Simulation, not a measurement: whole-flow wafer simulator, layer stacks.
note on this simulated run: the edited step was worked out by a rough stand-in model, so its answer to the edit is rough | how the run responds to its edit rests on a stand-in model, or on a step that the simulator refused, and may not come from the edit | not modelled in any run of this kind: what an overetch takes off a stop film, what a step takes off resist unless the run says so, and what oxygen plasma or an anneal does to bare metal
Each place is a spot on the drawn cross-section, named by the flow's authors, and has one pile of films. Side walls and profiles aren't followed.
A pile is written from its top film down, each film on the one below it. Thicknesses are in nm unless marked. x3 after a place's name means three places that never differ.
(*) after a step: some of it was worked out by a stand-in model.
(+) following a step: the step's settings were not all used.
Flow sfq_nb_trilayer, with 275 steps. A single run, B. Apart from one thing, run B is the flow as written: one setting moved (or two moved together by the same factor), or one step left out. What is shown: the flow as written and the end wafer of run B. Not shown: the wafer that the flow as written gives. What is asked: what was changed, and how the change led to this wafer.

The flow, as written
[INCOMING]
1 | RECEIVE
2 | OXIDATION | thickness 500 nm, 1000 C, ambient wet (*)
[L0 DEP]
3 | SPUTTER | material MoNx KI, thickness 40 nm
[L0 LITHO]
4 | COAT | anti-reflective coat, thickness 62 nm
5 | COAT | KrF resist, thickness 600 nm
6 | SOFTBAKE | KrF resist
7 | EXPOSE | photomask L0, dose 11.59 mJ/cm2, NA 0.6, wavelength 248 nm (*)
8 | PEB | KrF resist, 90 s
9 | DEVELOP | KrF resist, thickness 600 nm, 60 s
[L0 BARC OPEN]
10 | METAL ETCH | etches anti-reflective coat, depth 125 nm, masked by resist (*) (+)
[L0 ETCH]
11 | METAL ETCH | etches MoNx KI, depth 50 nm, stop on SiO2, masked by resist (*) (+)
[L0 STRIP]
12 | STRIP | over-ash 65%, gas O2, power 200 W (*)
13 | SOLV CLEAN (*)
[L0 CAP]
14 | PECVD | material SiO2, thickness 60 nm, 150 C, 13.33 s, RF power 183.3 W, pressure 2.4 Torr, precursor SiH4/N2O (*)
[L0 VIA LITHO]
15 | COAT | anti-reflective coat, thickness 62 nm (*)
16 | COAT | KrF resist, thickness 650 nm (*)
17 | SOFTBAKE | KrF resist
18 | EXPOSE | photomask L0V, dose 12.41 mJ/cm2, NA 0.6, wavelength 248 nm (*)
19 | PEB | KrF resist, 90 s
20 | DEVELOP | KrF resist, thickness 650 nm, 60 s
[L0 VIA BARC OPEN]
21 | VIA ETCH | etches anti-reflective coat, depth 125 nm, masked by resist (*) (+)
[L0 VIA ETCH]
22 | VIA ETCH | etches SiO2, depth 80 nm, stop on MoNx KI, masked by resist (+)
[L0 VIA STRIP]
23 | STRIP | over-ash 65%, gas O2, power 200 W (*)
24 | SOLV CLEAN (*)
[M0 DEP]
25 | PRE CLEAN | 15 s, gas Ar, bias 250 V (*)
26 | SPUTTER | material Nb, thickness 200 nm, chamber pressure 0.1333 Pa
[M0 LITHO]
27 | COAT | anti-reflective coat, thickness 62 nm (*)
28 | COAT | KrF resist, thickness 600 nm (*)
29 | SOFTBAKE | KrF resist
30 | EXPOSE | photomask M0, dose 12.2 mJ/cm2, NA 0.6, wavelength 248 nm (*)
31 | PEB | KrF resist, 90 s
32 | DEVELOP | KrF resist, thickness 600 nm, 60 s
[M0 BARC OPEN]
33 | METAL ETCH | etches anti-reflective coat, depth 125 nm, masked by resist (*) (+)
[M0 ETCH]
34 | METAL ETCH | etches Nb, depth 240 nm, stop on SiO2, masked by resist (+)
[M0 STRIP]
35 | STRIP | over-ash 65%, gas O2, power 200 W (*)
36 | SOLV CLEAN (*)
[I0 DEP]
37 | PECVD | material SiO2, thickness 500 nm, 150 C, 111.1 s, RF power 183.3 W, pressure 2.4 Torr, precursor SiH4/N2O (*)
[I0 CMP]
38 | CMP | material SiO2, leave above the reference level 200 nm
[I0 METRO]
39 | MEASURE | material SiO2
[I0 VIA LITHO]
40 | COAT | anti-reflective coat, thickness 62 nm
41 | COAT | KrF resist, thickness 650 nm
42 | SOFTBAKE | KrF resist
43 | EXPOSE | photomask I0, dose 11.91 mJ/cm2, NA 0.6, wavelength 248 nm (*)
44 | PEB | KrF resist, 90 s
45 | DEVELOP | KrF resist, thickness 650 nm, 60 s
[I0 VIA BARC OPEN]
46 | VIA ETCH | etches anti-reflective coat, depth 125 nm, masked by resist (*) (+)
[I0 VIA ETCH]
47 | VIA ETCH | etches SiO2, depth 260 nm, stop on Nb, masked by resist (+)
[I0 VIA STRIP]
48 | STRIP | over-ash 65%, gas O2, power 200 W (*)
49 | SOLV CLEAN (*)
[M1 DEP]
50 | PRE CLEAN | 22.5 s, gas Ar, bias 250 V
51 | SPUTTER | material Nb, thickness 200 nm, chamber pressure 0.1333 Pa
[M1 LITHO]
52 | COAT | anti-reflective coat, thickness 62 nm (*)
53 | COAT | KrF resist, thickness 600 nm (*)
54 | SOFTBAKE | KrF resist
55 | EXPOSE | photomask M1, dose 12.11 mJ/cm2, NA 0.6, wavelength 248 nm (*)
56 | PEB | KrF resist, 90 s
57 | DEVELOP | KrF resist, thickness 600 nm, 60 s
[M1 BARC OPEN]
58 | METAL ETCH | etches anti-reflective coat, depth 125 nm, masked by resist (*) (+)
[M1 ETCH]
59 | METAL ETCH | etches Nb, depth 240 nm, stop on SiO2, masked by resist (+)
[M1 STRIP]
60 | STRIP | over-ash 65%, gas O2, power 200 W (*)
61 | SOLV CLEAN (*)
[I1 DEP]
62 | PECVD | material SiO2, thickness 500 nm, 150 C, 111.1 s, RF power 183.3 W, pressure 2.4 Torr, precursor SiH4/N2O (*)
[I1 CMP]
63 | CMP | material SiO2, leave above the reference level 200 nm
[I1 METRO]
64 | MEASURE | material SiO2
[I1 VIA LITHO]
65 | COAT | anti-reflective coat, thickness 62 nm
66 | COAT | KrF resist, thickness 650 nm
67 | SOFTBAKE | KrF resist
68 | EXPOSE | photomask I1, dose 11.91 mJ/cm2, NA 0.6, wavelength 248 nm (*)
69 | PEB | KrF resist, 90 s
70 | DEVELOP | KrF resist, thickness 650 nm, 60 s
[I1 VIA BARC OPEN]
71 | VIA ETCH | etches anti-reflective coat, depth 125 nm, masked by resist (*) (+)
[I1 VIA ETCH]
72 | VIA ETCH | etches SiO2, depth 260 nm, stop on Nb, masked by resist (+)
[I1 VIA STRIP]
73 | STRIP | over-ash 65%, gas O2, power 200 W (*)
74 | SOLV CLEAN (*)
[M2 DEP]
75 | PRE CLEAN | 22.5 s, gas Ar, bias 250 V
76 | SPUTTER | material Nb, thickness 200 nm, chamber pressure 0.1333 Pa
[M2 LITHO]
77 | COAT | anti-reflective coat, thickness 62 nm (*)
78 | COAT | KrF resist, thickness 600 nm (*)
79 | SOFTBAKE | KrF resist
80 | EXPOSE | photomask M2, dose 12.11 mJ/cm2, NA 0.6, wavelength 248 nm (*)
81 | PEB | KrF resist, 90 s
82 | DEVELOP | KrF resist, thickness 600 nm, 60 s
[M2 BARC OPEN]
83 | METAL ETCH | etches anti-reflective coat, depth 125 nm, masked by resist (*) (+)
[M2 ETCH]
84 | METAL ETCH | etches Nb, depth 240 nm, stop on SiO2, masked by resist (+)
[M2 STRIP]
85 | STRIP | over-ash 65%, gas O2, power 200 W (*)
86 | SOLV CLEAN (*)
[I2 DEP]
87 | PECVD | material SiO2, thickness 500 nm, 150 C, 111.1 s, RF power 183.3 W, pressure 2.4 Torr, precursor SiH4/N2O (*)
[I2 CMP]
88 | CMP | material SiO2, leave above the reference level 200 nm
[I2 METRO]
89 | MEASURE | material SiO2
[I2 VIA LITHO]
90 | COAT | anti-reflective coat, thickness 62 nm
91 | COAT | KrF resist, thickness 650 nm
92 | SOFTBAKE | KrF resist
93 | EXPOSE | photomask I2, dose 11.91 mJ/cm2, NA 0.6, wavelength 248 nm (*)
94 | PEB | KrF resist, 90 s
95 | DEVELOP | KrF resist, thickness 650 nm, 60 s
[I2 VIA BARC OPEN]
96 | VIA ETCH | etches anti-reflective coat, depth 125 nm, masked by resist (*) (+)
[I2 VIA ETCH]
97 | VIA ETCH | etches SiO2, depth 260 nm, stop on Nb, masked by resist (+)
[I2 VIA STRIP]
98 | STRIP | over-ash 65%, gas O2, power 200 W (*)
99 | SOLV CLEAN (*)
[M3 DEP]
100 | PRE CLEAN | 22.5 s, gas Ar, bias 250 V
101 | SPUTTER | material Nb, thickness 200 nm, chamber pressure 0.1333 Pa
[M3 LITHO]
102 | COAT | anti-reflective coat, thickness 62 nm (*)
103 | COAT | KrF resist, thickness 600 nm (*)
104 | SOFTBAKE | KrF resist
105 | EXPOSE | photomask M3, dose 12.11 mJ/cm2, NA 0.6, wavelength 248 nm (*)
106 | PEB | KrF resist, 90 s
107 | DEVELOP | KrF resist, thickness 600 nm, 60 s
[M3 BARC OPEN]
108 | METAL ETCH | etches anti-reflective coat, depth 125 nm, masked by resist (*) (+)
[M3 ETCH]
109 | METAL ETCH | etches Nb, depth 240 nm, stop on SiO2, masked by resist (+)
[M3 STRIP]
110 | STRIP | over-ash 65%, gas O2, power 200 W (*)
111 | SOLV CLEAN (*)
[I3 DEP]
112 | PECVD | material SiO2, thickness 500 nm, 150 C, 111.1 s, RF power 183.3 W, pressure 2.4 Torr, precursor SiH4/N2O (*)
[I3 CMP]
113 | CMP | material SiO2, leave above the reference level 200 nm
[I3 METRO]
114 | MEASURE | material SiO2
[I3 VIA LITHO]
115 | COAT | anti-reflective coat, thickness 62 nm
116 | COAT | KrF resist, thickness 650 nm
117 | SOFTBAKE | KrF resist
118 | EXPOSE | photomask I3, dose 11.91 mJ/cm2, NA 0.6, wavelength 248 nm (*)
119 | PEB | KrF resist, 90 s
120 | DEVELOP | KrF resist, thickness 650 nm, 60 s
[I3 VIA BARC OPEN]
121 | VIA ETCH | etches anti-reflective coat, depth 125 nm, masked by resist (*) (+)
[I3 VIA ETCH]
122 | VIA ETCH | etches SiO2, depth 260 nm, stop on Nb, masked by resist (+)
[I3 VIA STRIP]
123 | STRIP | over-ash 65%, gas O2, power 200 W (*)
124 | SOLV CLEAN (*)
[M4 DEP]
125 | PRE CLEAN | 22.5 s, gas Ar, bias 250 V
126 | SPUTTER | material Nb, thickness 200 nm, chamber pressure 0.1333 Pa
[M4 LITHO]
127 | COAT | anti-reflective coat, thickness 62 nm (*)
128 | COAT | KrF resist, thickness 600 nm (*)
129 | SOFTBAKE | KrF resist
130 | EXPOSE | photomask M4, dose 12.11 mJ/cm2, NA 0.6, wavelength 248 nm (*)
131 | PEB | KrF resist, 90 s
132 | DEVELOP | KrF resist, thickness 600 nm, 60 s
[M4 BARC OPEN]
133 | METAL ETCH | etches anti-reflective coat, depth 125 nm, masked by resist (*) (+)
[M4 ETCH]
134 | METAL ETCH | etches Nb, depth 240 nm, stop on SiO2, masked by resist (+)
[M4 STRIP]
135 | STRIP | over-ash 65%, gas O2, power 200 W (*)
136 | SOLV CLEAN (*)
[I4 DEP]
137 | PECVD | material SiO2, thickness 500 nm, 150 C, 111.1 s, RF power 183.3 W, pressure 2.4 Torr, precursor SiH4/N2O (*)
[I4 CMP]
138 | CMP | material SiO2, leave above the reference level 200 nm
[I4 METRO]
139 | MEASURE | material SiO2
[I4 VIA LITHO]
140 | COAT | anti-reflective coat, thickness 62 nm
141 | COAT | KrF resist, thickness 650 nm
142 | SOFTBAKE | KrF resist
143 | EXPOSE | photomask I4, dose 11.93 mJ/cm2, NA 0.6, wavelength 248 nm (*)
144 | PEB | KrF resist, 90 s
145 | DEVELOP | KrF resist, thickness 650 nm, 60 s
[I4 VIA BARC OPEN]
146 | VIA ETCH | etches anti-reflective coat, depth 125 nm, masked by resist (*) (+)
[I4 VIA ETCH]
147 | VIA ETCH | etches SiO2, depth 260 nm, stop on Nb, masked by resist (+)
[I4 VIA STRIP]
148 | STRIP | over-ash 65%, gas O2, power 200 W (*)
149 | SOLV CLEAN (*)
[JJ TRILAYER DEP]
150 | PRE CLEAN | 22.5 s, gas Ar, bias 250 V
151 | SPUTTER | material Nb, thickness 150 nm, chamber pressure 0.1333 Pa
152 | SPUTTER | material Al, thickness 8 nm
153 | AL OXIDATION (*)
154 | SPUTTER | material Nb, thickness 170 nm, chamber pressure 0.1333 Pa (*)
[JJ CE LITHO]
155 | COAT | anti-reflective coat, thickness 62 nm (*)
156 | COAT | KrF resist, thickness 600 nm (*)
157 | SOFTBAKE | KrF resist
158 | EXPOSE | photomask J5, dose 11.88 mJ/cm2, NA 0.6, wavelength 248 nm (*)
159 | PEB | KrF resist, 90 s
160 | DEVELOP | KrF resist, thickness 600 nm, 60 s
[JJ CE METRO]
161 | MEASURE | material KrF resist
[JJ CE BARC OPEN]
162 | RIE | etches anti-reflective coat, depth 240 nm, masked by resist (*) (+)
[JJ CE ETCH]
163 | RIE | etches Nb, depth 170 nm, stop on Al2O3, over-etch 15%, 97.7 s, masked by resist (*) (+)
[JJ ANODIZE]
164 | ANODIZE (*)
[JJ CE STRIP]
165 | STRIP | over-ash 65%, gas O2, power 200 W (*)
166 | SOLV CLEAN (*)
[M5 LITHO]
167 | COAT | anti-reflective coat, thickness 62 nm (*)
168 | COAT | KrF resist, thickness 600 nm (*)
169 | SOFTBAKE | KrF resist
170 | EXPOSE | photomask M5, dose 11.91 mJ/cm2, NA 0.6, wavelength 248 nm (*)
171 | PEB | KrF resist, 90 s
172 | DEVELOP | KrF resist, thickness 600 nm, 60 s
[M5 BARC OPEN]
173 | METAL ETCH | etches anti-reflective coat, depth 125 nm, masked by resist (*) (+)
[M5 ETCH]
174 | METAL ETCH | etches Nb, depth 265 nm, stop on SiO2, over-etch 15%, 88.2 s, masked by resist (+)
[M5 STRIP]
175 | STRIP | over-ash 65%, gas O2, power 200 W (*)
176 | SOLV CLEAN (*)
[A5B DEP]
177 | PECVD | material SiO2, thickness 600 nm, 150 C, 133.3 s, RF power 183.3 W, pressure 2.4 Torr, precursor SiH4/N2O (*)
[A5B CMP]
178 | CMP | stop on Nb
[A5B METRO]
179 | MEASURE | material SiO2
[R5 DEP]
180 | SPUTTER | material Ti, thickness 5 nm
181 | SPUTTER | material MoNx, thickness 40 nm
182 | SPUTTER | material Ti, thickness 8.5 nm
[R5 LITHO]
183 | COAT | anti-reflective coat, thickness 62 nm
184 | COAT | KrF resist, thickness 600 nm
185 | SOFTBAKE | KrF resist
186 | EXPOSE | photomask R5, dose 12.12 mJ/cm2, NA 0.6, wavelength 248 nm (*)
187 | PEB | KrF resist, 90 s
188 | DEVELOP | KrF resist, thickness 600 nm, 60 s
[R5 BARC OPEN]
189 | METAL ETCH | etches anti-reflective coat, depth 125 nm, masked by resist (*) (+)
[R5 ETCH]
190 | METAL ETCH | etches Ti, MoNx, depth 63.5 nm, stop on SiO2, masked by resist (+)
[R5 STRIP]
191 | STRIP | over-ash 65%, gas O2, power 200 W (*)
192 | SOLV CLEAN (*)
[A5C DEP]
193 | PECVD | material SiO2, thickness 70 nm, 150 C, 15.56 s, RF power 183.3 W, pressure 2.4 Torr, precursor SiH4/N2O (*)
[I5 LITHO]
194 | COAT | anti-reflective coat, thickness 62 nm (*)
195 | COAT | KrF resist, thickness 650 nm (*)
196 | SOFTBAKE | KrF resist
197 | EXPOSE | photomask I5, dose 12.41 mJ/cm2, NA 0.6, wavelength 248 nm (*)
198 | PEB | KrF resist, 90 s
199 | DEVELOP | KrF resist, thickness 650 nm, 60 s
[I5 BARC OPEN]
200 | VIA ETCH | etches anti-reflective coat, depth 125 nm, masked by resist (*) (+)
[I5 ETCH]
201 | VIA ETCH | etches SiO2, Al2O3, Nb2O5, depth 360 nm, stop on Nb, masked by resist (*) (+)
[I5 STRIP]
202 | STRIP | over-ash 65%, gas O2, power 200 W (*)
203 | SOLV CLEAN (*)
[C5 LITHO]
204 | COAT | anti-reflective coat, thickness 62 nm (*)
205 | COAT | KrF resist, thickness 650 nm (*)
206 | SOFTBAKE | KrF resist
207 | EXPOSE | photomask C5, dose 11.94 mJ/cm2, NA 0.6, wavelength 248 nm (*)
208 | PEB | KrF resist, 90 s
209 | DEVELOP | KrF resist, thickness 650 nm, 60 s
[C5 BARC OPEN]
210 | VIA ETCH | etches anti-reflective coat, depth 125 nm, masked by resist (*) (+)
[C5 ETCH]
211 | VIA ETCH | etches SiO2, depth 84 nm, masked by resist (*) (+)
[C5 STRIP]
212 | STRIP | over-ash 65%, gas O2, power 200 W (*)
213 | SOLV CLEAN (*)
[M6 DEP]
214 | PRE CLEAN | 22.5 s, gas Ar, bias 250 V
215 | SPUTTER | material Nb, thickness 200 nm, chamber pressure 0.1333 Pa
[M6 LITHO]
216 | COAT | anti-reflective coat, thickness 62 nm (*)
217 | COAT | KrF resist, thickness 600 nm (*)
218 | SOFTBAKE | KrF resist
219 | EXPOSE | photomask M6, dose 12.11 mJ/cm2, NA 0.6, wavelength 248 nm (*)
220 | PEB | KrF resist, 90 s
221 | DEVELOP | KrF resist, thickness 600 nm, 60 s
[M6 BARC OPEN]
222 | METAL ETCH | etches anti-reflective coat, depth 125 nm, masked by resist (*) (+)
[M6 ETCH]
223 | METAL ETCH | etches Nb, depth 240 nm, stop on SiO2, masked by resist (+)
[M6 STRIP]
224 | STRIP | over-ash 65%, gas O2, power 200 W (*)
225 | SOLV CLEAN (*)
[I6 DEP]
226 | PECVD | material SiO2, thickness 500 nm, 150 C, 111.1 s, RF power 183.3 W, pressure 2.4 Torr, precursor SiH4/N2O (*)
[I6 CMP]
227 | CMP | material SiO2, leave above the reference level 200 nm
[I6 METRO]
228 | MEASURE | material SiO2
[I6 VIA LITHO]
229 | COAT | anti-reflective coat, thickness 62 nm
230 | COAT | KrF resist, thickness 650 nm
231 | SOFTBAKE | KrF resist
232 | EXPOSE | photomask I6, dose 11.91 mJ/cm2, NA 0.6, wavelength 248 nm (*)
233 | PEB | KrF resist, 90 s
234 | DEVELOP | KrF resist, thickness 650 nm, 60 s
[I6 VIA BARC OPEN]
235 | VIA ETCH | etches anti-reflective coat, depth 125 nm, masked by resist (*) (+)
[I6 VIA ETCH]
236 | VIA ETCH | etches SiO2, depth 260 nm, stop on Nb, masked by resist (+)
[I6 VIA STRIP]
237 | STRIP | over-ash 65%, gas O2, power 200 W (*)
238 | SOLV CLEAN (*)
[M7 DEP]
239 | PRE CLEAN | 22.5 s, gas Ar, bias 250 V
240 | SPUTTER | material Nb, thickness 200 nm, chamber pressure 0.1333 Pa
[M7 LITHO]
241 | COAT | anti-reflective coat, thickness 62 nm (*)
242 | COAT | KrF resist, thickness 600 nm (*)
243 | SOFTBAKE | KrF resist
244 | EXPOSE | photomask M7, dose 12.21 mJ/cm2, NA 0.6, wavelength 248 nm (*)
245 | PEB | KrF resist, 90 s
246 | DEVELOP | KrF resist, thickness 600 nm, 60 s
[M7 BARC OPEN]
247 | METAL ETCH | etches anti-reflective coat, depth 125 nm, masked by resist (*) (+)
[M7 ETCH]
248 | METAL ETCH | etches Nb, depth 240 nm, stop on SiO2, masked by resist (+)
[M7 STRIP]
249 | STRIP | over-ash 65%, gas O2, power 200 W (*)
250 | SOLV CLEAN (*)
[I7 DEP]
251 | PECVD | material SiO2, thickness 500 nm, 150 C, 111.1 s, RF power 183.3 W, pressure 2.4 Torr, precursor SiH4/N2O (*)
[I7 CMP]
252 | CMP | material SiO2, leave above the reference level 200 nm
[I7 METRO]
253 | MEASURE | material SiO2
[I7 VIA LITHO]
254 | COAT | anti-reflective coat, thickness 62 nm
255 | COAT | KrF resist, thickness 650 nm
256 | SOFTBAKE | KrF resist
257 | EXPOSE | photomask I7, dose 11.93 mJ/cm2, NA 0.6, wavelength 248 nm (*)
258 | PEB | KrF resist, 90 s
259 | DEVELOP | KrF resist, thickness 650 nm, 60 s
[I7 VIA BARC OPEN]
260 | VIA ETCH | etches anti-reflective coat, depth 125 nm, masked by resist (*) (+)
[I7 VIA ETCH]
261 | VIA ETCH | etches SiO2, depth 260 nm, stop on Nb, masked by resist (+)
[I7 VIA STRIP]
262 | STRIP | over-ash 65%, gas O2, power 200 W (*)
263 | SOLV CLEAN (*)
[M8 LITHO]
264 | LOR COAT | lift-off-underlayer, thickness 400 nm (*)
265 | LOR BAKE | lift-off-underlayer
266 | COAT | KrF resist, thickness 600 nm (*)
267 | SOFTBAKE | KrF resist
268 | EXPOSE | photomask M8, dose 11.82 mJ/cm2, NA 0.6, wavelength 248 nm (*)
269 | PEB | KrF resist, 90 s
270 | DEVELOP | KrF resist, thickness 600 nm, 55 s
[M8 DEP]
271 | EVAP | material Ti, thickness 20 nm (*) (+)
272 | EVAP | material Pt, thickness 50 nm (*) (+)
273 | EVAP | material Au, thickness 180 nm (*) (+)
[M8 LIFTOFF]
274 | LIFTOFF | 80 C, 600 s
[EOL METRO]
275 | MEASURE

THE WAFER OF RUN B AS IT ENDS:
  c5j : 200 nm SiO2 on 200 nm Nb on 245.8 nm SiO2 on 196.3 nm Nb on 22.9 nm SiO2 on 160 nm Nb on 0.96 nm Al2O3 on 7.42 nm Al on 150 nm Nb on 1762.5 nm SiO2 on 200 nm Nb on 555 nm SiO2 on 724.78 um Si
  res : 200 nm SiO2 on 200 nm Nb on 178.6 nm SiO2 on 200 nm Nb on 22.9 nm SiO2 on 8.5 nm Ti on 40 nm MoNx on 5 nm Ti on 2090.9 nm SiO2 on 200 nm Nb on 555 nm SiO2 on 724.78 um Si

What caused this: step 211, VIA ETCH: depth 39.5 nm was run, whereas the flow has depth 84 nm.

Step by step, how the change led to this:
  211 | VIA ETCH | etches SiO2, depth 84 nm, masked by resist (*) (+)
      c5j: -39.5 SiO2 (as written it would have been: -69.9 SiO2 (all of it), -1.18 Nb)
      res: -39.5 SiO2 (as written it would have been: -69.9 SiO2 (all of it))
      (and at 104 other places as well)
  214 | PRE CLEAN | 22.5 s, gas Ar, bias 250 V
      c5j: -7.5 SiO2 (as written it would have been: -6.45 Nb)
      res: -7.5 SiO2 (as written it would have been: -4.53 Ti)
  215 | SPUTTER | material Nb, thickness 200 nm, chamber pressure 0.1333 Pa
      c5j: +196.3 Nb (new film) (as written it would have been: +188.4 Nb)
      res: +200 Nb (new film) (as written it would have been: +192.9 Nb (new film))
  216 | COAT | anti-reflective coat, thickness 62 nm (*)
      jj_sur: +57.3 anti-reflective coat (new film) (as written it would have been: +56.1 anti-reflective coat (new film))
      ce_l: +55.8 anti-reflective coat (new film) (as written it would have been: +48 anti-reflective coat (new film))
      (and at 6 other places as well)
  217 | COAT | KrF resist, thickness 600 nm (*)
      c5j: +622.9 KrF resist (new film) (as written it would have been: +636 KrF resist (new film))
      res: +590.6 KrF resist (new film) (as written it would have been: +605.2 KrF resist (new film))
  224 | STRIP | over-ash 65%, gas O2, power 200 W (*)
      jj_sur: -379.8 KrF resist (all of it), -57.3 anti-reflective coat (all of it) (as written it would have been: -378.5 KrF resist (all of it), -56.1 anti-reflective coat (all of it))
      ce_l: -392.4 KrF resist (all of it), -55.8 anti-reflective coat (all of it) (as written it would have been: -397.1 KrF resist (all of it), -48 anti-reflective coat (all of it))
      (and at 6 other places as well)
  226 | PECVD | material SiO2, thickness 500 nm, 150 C, 111.1 s, RF power 183.3 W, pressure 2.4 Torr, precursor SiH4/N2O (*)
      c5j: +500 SiO2 (new film) (as written it would have been: +514.7 SiO2 (new film))
  227 | CMP | material SiO2, leave above the reference level 200 nm
      c5j: -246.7 SiO2 (as written it would have been: -223 SiO2)
      res: -313.9 SiO2 (as written it would have been: -279.4 SiO2)
If metal films that touch count as one body, c5j has 5 bodies (between them, from the top down: SiO2 245.8; SiO2 22.9; Al2O3 0.96; SiO2 1762.5); the flow as written gives 4 bodies (between them, from the top down: SiO2 284.2; Al2O3 0.96; SiO2 1762.5).
If metal films that touch count as one body, res has 4 bodies (between them, from the top down: SiO2 178.6; SiO2 22.9; SiO2 2090.9); the flow as written gives 3 bodies (between them, from the top down: SiO2 213.1; SiO2 2090.9).
